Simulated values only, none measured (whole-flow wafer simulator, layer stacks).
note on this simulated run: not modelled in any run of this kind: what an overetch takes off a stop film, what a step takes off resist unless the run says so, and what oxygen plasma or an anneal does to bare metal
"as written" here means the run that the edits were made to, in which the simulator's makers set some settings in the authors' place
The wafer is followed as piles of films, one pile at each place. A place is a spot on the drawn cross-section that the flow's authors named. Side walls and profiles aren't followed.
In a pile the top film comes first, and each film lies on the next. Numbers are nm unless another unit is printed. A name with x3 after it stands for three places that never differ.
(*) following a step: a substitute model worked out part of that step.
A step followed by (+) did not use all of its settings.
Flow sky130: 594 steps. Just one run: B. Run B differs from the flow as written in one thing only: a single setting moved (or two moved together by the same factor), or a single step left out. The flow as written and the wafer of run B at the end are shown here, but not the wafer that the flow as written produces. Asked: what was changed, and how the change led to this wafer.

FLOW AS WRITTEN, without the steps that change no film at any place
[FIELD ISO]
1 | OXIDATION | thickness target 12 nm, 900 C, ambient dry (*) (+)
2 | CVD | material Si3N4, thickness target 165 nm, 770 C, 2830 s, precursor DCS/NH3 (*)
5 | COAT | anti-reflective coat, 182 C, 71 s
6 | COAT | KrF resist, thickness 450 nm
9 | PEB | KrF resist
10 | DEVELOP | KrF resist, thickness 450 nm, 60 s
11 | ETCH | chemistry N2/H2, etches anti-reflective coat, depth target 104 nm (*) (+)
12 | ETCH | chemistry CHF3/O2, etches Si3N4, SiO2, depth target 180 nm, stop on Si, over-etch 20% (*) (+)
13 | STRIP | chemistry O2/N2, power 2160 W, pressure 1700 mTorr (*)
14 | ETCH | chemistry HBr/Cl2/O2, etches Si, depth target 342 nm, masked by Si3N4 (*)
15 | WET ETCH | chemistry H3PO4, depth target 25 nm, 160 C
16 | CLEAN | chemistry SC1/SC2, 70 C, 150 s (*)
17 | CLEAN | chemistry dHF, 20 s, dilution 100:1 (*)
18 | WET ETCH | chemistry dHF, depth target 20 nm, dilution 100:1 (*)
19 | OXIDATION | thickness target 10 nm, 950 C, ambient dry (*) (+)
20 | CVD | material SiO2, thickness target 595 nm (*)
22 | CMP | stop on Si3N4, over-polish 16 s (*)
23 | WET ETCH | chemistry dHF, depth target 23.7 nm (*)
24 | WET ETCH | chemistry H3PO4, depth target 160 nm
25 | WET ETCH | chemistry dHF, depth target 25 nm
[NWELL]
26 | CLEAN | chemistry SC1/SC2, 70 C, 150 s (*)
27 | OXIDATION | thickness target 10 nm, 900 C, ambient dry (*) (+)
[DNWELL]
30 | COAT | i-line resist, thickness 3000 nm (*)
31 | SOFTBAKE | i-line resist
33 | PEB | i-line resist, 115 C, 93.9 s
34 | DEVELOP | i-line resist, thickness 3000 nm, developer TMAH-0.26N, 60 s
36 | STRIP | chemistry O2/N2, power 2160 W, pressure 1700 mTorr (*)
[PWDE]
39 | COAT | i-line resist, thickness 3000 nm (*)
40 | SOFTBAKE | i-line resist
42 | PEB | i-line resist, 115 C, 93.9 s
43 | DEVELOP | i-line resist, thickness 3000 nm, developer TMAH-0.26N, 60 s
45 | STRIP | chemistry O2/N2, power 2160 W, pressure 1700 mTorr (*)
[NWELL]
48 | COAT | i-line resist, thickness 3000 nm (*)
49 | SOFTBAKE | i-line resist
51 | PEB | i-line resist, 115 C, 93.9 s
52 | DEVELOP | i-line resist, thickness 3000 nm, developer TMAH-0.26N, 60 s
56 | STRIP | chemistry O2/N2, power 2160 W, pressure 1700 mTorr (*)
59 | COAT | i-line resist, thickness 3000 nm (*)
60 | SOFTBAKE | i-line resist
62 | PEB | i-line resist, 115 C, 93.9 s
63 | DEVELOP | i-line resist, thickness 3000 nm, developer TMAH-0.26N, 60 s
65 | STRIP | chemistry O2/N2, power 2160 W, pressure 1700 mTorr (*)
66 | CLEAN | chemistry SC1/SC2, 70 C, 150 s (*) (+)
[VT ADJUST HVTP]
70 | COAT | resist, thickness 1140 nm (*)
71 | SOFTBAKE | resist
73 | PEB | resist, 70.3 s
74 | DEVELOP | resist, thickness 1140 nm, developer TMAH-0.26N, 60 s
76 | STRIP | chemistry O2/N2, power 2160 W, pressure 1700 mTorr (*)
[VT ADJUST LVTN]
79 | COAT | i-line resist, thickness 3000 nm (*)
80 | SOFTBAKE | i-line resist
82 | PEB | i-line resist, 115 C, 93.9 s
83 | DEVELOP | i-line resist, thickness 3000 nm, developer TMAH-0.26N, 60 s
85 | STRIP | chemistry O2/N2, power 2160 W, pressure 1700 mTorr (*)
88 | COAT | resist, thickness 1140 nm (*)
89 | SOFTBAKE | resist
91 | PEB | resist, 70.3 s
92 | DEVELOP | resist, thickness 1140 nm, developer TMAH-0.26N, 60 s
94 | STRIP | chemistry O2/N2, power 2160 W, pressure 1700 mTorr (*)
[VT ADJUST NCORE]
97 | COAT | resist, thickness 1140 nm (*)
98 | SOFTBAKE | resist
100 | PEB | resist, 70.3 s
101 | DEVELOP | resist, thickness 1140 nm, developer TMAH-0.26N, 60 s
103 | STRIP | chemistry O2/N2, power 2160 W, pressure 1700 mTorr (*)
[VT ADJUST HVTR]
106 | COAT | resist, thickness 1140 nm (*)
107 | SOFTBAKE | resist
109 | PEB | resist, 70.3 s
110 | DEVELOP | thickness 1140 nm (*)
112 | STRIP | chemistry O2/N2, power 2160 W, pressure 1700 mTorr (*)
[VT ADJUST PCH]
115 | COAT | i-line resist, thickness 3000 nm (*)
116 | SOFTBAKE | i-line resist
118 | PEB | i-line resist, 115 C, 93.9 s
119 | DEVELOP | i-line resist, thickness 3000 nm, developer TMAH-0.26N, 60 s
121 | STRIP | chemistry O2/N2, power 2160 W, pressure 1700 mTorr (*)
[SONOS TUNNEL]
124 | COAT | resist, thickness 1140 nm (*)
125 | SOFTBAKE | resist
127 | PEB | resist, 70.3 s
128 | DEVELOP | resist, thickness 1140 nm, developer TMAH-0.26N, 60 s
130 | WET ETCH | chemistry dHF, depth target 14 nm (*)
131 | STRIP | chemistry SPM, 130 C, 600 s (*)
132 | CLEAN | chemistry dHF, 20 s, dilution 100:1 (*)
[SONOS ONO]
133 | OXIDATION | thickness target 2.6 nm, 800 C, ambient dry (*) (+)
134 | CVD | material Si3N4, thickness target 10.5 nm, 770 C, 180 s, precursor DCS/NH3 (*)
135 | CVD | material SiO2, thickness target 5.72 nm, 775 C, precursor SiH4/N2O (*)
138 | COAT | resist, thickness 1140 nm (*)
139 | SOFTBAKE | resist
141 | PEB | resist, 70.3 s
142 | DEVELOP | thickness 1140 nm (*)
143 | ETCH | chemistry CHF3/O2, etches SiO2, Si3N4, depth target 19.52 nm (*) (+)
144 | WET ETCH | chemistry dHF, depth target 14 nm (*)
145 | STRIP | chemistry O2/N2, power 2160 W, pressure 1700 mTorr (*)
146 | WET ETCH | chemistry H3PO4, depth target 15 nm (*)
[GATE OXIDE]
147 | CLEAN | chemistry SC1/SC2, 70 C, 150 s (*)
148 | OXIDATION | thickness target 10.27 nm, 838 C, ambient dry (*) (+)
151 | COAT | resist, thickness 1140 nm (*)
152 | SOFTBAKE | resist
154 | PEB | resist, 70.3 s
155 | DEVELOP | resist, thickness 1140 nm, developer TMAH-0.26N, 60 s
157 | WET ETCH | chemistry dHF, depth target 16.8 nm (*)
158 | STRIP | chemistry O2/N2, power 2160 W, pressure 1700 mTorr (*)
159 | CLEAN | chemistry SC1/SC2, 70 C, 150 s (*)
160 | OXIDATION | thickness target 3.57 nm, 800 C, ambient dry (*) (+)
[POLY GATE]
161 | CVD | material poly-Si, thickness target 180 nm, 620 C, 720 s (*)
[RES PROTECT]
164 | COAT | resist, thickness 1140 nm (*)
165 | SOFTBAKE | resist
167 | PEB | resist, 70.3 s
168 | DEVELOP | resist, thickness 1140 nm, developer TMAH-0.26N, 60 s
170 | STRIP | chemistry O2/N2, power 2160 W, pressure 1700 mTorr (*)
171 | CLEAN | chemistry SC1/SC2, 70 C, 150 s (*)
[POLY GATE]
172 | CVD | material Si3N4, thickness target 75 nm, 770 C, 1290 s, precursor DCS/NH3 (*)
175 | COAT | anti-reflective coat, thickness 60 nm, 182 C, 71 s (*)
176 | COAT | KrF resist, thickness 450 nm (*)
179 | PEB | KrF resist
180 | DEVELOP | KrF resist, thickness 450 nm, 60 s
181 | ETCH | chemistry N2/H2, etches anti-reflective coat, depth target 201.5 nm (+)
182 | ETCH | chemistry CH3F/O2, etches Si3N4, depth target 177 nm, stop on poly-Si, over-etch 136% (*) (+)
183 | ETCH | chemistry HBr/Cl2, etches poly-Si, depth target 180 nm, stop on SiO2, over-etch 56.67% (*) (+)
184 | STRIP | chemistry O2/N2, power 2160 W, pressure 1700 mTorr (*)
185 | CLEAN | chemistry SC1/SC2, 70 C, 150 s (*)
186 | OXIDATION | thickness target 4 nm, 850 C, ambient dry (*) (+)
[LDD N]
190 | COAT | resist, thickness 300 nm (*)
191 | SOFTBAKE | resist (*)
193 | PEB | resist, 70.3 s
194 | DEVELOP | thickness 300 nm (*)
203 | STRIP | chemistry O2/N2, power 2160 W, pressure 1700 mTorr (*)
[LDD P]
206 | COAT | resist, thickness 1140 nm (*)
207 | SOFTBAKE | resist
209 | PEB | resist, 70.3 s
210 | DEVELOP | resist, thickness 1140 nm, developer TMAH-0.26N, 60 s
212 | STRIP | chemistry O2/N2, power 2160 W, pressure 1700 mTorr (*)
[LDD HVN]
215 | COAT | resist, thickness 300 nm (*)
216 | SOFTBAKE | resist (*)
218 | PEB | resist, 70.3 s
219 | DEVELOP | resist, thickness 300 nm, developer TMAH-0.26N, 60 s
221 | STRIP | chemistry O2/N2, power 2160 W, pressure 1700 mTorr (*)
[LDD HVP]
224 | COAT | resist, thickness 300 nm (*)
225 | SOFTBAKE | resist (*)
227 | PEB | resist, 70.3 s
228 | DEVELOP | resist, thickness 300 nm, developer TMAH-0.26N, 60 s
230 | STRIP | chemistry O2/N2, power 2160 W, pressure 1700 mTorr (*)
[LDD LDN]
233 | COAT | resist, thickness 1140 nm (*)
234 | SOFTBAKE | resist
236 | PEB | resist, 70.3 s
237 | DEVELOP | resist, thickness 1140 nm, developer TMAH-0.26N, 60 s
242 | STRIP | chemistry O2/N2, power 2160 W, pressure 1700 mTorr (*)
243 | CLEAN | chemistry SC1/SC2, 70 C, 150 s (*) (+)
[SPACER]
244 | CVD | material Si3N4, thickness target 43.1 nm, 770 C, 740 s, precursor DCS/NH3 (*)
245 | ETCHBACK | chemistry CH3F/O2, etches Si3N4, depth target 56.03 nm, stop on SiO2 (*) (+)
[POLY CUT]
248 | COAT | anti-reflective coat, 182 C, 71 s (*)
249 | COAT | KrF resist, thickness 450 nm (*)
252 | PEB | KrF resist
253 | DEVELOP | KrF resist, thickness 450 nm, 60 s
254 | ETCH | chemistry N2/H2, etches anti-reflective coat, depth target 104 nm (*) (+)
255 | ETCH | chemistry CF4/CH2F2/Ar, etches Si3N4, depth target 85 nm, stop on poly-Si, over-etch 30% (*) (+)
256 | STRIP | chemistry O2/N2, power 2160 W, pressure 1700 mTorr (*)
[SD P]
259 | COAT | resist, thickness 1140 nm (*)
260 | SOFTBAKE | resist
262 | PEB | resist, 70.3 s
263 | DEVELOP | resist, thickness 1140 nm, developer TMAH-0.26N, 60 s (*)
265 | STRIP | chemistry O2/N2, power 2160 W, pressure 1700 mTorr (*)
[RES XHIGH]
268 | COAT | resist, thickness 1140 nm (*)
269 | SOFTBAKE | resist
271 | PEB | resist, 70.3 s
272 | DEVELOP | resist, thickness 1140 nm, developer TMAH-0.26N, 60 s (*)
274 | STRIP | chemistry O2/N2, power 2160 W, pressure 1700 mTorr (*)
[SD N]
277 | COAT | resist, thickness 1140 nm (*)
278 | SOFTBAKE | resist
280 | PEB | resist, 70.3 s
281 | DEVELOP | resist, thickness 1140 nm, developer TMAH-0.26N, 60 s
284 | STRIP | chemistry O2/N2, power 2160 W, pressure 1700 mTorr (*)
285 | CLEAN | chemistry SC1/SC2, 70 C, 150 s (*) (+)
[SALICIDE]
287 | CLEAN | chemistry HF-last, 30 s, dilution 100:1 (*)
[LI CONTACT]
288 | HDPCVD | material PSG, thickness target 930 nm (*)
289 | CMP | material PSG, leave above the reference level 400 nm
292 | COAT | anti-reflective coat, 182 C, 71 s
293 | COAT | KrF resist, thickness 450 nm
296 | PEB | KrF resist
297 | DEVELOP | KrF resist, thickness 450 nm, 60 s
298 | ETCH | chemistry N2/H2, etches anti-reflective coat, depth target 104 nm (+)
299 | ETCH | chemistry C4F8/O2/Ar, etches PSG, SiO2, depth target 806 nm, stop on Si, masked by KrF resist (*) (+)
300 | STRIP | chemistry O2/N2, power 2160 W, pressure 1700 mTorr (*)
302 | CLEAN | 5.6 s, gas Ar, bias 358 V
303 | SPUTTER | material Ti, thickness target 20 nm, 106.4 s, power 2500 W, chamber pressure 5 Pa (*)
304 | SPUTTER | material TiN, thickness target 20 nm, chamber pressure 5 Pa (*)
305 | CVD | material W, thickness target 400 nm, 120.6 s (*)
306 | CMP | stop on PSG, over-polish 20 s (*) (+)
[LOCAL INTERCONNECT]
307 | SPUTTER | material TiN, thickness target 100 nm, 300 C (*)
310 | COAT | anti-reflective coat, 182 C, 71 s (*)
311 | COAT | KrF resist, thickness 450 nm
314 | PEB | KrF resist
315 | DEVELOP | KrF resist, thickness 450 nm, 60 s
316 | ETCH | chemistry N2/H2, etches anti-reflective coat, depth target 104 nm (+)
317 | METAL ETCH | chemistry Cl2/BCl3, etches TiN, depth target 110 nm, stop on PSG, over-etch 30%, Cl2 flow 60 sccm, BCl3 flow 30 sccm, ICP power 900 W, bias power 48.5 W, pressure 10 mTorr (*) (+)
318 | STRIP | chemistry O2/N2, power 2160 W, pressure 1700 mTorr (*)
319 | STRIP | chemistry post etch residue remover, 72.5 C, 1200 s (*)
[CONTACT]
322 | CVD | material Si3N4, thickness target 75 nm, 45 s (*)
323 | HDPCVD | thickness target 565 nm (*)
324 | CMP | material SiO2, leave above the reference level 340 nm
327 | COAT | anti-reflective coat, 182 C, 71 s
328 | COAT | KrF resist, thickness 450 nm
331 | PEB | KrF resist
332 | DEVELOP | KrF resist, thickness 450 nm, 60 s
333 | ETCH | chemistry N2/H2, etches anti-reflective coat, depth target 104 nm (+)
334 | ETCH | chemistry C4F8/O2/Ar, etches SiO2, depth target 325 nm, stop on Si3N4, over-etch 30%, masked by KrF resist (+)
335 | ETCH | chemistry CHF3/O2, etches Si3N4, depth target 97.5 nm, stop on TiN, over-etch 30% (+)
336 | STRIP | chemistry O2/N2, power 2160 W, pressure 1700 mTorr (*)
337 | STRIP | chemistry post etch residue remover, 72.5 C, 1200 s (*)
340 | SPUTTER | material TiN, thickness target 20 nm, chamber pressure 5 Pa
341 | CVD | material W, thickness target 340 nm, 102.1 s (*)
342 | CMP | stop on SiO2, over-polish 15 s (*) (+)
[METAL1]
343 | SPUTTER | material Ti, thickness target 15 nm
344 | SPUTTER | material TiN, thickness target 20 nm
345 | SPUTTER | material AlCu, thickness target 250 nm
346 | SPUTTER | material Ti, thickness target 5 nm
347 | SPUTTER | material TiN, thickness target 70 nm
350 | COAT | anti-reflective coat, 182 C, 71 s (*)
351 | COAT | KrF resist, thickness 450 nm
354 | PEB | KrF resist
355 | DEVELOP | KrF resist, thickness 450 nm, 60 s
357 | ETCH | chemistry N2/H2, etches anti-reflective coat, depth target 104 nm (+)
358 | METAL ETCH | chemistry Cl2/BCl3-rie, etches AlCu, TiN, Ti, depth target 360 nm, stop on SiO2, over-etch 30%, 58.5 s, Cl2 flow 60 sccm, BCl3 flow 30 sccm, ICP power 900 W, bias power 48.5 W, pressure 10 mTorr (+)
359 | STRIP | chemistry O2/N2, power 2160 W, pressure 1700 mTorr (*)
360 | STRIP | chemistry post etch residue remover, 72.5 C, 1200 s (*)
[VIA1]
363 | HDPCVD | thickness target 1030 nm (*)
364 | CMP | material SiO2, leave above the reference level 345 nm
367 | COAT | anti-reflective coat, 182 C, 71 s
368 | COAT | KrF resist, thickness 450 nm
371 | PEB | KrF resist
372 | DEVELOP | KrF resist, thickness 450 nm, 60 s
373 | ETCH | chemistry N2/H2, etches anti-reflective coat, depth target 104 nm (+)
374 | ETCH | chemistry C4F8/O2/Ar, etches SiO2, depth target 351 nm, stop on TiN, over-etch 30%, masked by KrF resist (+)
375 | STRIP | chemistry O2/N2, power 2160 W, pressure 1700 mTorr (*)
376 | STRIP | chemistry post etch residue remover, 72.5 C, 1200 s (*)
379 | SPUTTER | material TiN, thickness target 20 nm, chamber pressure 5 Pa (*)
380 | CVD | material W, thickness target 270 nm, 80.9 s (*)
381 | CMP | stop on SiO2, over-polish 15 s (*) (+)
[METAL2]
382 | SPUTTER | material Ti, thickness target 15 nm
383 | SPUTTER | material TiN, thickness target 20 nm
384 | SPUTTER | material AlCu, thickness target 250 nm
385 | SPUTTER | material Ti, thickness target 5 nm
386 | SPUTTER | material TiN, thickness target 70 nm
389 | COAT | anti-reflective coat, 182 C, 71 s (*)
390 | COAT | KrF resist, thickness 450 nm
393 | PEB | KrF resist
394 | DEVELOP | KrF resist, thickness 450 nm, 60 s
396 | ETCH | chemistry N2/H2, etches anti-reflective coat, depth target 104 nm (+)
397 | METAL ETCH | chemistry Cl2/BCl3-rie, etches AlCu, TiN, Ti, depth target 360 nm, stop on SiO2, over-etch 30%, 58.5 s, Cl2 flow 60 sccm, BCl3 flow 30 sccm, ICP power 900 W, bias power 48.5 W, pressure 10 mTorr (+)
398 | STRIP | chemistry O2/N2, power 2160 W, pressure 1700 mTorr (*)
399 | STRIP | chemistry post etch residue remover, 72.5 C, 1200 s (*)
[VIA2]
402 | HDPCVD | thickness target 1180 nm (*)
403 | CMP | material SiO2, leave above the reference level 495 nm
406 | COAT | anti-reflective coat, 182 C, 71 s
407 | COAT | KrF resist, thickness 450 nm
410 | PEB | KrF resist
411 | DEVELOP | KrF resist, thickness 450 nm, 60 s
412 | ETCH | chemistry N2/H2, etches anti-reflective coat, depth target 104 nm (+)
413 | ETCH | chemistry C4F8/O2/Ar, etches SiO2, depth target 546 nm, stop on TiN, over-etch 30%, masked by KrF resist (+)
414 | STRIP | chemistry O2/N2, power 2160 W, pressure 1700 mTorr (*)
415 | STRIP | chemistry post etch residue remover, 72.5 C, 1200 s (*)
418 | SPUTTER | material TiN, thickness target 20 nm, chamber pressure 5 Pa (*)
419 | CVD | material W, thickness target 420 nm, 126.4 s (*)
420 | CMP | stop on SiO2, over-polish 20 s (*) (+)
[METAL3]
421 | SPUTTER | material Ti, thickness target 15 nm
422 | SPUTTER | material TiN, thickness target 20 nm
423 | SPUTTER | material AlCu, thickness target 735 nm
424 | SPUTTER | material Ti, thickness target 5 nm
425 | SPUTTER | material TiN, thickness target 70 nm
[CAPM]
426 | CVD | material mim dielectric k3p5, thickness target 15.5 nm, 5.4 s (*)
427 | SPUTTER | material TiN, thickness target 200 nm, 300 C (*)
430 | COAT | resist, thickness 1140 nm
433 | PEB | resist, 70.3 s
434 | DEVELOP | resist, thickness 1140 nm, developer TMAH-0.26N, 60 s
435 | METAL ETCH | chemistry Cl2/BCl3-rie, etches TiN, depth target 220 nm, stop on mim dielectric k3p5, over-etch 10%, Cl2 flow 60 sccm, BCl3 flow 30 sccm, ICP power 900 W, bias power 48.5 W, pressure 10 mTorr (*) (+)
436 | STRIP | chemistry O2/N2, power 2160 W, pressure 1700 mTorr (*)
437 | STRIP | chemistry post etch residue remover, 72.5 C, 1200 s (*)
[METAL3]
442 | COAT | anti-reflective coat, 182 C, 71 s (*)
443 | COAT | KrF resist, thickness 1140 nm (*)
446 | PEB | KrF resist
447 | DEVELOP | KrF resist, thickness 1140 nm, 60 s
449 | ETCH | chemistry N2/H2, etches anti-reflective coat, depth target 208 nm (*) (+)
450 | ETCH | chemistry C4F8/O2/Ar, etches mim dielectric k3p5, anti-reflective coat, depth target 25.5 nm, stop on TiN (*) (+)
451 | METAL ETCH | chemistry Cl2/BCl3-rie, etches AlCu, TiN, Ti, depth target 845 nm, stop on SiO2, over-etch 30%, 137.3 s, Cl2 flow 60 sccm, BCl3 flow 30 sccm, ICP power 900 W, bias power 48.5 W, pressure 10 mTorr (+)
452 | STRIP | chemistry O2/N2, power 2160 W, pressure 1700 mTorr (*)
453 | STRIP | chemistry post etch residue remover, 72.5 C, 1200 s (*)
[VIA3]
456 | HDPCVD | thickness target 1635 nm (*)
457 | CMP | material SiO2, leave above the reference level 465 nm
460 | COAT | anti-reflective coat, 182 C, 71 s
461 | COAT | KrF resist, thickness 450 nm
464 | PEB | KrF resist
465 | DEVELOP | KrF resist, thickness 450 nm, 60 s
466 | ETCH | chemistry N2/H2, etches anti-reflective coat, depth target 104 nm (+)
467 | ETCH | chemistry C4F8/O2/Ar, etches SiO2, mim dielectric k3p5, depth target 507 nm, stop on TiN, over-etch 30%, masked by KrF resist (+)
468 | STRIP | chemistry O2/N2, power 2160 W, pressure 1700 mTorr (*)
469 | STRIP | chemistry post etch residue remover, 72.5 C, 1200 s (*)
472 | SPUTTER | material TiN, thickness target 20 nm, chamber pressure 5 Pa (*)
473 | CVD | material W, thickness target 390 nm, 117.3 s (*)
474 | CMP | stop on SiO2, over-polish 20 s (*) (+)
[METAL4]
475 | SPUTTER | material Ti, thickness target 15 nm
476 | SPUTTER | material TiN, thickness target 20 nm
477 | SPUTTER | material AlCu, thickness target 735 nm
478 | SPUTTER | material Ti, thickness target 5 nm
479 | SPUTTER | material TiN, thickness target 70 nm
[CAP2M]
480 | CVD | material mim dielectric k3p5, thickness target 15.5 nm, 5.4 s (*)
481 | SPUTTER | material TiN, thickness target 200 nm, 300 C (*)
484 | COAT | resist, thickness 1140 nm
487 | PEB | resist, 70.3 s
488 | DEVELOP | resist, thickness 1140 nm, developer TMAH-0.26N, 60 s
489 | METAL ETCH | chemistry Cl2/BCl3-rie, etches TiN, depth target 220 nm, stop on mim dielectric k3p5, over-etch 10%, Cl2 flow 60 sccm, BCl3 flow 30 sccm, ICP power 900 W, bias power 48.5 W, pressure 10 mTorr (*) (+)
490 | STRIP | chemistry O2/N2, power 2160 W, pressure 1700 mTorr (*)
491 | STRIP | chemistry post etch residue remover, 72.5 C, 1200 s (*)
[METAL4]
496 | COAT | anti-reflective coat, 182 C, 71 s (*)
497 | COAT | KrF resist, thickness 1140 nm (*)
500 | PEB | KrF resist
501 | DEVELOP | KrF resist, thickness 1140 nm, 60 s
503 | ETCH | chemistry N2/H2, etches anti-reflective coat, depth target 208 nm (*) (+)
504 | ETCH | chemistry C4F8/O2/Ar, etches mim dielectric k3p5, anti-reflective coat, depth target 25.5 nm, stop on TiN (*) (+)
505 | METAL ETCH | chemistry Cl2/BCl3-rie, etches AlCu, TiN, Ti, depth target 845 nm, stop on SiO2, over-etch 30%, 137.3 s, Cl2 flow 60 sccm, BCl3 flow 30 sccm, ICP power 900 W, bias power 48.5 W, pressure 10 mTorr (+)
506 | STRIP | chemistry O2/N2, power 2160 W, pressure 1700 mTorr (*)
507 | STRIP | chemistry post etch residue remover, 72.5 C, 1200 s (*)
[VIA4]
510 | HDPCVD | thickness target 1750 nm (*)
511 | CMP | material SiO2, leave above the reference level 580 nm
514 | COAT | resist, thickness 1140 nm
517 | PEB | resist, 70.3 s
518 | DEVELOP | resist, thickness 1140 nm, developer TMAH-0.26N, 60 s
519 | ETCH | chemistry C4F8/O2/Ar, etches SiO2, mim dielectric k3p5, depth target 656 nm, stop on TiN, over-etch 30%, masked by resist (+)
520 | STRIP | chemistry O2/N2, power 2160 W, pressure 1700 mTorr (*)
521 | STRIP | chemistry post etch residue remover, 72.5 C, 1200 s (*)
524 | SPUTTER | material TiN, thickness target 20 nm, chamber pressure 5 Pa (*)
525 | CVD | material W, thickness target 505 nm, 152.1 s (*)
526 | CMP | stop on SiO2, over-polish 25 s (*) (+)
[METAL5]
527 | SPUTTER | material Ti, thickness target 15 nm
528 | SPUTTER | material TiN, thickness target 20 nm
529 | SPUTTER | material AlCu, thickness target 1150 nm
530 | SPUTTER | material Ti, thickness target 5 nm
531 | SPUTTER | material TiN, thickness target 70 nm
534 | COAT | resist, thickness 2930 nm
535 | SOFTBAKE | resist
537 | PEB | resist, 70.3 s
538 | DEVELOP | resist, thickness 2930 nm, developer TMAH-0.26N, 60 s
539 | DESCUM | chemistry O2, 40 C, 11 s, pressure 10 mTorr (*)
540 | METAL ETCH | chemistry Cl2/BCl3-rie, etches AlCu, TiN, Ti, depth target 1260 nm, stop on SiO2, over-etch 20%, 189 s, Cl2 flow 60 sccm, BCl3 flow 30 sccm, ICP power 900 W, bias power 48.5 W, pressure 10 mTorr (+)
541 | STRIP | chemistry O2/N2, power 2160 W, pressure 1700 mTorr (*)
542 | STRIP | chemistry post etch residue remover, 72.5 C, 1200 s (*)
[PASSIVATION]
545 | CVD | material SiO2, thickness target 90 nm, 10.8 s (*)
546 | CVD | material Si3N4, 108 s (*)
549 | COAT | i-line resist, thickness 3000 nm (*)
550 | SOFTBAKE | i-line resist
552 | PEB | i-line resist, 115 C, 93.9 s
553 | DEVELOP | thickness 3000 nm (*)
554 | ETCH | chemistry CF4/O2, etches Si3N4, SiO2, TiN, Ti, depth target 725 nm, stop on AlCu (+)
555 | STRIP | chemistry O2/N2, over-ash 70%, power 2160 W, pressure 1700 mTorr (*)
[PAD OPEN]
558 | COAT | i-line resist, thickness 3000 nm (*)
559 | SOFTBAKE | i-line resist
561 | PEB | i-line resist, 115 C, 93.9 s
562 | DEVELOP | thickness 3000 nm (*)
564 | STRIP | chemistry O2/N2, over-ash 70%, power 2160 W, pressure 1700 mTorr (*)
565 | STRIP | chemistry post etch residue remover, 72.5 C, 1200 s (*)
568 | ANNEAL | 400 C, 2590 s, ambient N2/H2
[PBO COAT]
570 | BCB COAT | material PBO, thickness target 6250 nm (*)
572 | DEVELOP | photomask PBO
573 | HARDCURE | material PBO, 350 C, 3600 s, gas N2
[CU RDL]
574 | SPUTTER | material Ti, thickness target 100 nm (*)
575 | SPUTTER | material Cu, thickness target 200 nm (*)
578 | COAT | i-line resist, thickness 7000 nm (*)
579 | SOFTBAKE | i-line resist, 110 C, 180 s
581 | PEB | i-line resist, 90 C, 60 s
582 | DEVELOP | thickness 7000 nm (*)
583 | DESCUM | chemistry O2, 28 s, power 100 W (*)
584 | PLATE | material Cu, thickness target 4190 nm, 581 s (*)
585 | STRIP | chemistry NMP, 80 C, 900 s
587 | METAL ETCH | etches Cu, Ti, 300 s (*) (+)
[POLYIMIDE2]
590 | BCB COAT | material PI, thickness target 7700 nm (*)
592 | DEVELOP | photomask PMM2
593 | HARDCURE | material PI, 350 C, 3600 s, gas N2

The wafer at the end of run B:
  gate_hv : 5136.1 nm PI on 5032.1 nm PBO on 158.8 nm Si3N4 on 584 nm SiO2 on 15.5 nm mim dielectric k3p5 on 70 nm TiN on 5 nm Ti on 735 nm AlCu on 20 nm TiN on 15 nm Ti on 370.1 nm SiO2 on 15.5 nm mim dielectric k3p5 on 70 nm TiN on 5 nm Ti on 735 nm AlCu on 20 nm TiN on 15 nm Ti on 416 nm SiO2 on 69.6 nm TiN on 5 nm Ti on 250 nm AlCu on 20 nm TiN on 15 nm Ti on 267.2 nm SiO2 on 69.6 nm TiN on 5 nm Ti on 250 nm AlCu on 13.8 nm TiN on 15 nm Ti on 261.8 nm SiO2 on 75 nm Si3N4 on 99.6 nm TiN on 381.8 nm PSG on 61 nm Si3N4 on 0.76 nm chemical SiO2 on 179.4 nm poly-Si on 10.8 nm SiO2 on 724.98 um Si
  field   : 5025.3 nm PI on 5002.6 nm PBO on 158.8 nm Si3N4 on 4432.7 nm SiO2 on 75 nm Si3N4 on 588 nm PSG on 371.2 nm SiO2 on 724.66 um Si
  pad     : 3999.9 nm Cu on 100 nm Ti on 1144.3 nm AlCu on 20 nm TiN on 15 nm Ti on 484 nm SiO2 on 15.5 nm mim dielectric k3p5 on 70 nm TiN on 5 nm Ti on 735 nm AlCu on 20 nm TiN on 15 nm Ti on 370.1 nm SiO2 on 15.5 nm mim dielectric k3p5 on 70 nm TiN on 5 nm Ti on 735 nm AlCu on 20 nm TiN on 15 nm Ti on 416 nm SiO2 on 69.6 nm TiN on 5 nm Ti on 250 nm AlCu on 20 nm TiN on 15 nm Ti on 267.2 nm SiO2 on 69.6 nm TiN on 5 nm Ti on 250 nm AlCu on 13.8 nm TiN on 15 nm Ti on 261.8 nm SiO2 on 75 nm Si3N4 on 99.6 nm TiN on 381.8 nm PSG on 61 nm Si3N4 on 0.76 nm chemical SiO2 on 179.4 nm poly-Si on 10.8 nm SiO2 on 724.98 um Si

Cause: step 344, SPUTTER: thickness target 13.8 nm was run, while the flow as written has thickness target 20 nm.
One can read it off the wafer: gate_hv has TiN 13.8, and step 344 as written asks for 20 nm.

Step by step, how the change led to this:
  344 | SPUTTER | material TiN, thickness target 20 nm
      field, active, n_well and 188 more: TiN gains 13.8 (new film) (as written it would have been: TiN gains 20 (new film))
  358 | METAL ETCH | chemistry Cl2/BCl3-rie, etches AlCu, TiN, Ti, depth target 360 nm, stop on SiO2, over-etch 30%, 58.5 s, Cl2 flow 60 sccm, BCl3 flow 30 sccm, ICP power 900 W, bias power 48.5 W, pressure 10 mTorr (+)
      field, active, gate and 81 more: TiN loses 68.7 (all of it), Ti loses 5 (all of it), AlCu loses 250 (all of it), TiN loses 13.8 (all of it), Ti loses 15 (all of it), SiO2 loses 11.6 (as written it would have been: TiN loses 68.7 (all of it), Ti loses 5 (all of it), AlCu loses 250 (all of it), TiN loses 20 (all of it), Ti loses 15 (all of it), SiO2 loses 10.9)
